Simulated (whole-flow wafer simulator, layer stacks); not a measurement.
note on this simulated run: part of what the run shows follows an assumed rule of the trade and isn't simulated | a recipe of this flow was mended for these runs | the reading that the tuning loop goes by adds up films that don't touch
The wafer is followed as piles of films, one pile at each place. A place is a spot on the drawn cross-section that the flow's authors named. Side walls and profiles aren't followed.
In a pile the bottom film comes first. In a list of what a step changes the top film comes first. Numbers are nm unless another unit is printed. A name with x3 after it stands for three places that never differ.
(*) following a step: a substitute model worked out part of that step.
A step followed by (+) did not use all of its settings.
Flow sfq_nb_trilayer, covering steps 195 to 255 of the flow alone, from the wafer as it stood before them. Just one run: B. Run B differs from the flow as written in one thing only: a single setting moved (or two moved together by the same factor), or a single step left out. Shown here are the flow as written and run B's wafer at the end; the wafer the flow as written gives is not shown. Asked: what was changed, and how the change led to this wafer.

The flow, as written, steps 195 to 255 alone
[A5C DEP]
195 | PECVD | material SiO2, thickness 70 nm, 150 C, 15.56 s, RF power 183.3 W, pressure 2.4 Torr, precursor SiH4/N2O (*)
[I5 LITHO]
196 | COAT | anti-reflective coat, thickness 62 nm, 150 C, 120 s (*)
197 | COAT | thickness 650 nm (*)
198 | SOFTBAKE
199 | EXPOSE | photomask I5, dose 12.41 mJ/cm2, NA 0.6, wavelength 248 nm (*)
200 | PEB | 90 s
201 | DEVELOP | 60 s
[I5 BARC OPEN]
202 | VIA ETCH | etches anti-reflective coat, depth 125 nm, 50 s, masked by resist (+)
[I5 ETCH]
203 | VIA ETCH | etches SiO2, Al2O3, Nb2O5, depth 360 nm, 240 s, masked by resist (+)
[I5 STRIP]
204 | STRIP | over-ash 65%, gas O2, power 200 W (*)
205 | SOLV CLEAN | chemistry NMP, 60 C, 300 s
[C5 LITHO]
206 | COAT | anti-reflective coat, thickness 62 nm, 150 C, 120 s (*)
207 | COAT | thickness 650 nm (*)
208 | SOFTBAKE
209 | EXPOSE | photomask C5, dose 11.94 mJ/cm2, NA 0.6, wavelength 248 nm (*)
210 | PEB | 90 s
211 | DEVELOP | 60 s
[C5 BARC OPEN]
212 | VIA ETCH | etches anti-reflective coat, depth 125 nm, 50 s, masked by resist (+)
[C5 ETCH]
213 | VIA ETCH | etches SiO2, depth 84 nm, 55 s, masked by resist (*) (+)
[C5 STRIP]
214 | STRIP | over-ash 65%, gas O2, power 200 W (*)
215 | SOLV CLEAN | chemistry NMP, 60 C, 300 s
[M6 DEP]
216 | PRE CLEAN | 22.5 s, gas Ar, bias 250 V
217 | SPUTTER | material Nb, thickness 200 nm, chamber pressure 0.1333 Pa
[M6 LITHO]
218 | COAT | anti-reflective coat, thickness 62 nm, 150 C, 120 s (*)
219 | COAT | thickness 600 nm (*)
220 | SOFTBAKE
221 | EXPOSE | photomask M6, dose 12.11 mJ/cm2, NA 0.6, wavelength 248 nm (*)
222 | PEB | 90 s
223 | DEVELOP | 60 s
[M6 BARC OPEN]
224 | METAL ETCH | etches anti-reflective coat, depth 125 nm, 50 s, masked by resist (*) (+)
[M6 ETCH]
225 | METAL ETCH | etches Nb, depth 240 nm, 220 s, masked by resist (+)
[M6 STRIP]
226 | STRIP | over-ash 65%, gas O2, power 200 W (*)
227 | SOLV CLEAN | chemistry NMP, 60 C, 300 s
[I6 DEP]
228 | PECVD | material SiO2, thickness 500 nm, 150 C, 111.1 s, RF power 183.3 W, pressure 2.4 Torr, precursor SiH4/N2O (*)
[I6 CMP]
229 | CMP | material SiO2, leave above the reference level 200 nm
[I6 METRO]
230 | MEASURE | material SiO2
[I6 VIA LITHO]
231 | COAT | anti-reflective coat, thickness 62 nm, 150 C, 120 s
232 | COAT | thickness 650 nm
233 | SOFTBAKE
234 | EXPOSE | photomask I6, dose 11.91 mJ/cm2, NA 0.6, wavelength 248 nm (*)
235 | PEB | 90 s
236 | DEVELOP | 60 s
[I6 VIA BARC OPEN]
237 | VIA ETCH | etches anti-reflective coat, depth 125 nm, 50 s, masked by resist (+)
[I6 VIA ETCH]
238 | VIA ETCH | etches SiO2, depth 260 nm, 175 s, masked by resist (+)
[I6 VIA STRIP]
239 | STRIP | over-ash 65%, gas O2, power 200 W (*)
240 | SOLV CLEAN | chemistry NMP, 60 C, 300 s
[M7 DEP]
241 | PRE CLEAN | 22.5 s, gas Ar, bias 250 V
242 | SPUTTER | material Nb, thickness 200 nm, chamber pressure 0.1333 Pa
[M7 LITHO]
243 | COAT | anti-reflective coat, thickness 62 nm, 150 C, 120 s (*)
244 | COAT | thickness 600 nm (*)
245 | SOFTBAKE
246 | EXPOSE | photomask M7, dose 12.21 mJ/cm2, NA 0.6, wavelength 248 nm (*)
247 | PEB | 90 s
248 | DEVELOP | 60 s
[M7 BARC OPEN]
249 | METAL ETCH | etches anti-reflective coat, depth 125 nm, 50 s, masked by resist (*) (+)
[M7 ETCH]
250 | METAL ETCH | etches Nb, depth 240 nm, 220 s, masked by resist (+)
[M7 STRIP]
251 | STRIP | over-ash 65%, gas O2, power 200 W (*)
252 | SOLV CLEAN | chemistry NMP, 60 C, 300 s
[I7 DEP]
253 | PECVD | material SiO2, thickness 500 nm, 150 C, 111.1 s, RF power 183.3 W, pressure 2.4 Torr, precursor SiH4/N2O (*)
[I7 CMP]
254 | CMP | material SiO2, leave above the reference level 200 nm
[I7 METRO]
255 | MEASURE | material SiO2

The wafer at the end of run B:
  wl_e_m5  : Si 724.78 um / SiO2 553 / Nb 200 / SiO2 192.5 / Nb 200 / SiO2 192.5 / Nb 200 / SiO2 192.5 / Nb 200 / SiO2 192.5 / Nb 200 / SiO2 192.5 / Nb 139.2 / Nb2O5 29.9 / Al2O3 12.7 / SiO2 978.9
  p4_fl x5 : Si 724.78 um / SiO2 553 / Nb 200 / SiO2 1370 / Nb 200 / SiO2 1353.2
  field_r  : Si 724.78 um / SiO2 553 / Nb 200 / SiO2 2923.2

What caused this: step 195, PECVD: 10.89 s was run, whereas the flow has 15.56 s.

How this came from the change, step by step:
  195 | PECVD | material SiO2, thickness 70 nm, 150 C, 15.56 s, RF power 183.3 W, pressure 2.4 Torr, precursor SiH4/N2O (*)
      field_l, v_sur, via_wl and 92 more: +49 SiO2 (in the flow as written it would be: +70 SiO2)
      ce_l, c5j, ce_r and 8 more: +49 SiO2 (new film) (in the flow as written it would be: +70 SiO2 (new film))
  196 | COAT | anti-reflective coat, thickness 62 nm, 150 C, 120 s (*)
      r5r_line_l, r5r_line_c, r5r_line_r: +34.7 anti-reflective coat (new film) (in the flow as written it would be: +35.5 anti-reflective coat (new film))
  203 | VIA ETCH | etches SiO2, Al2O3, Nb2O5, depth 360 nm, 240 s, masked by resist (+)
      be: -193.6 SiO2 (all of it), -12.7 Al2O3 (all of it), -29.9 Nb2O5 (all of it), -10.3 Nb (in the flow as written it would be: -214.5 SiO2 (all of it), -12.7 Al2O3 (all of it), -29.9 Nb2O5 (all of it), -8.57 Nb)
  204 | STRIP | over-ash 65%, gas O2, power 200 W (*)
      r5r_line_l, r5r_line_c, r5r_line_r: -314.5 KrF-resist-other-grade (all of it), -34.7 anti-reflective coat (all of it) (in the flow as written it would be: -314.5 KrF-resist-other-grade (all of it), -35.5 anti-reflective coat (all of it))
  206 | COAT | anti-reflective coat, thickness 62 nm, 150 C, 120 s (*)
      r5r_line_l, r5r_line_c, r5r_line_r: +34.7 anti-reflective coat (new film) (in the flow as written it would be: +35.5 anti-reflective coat (new film))
      be: +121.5 anti-reflective coat (new film) (in the flow as written it would be: +124.3 anti-reflective coat (new film))
  213 | VIA ETCH | etches SiO2, depth 84 nm, 55 s, masked by resist (*) (+)
      c5j: -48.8 SiO2 (all of it), -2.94 Nb (in the flow as written it would be: -69.7 SiO2 (all of it), -1.19 Nb)
      res: -48.7 SiO2 (all of it), -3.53 Ti (in the flow as written it would be: -69.7 SiO2 (all of it), -1.43 Ti)
  214 | STRIP | over-ash 65%, gas O2, power 200 W (*)
      r5r_line_l, r5r_line_c, r5r_line_r: -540 KrF-resist-other-grade (all of it), -34.7 anti-reflective coat (all of it) (in the flow as written it would be: -540 KrF-resist-other-grade (all of it), -35.5 anti-reflective coat (all of it))
      be: -691.7 KrF-resist-other-grade (all of it), -121.5 anti-reflective coat (all of it) (in the flow as written it would be: -705.8 KrF-resist-other-grade (all of it), -124.3 anti-reflective coat (all of it))
  217 | SPUTTER | material Nb, thickness 200 nm, chamber pressure 0.1333 Pa
      be: +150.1 Nb (in the flow as written it would be: +145.8 Nb)
      c5j: +194.1 Nb (in the flow as written it would be: +188.4 Nb)
  218 | COAT | anti-reflective coat, thickness 62 nm, 150 C, 120 s (*)
      be: +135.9 anti-reflective coat (new film) (in the flow as written it would be: +139.6 anti-reflective coat (new film))
      jj_sur: +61 anti-reflective coat (new film) (in the flow as written it would be: +57.9 anti-reflective coat (new film))
      (also at 7 further places)
  219 | COAT | thickness 600 nm (*)
      be: +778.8 KrF-resist-other-grade (new film) (in the flow as written it would be: +795.2 KrF-resist-other-grade (new film))
  226 | STRIP | over-ash 65%, gas O2, power 200 W (*)
      be: -543 KrF-resist-other-grade (all of it), -135.9 anti-reflective coat (all of it) (in the flow as written it would be: -559.4 KrF-resist-other-grade (all of it), -139.6 anti-reflective coat (all of it))
      jj_sur: -360.8 KrF-resist-other-grade (all of it), -61 anti-reflective coat (all of it) (in the flow as written it would be: -361.7 KrF-resist-other-grade (all of it), -57.9 anti-reflective coat (all of it))
      (also at 7 further places)
  228 | PECVD | material SiO2, thickness 500 nm, 150 C, 111.1 s, RF power 183.3 W, pressure 2.4 Torr, precursor SiH4/N2O (*)
      be: +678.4 SiO2 (new film) (in the flow as written it would be: +702 SiO2 (new film))
      c5j: +500 SiO2 (new film) (in the flow as written it would be: +514.7 SiO2 (new film))
  229 | CMP | material SiO2, leave above the reference level 200 nm
      c5j: -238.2 SiO2 (in the flow as written it would be: -228 SiO2)
      res: -301.9 SiO2 (in the flow as written it would be: -279.3 SiO2)
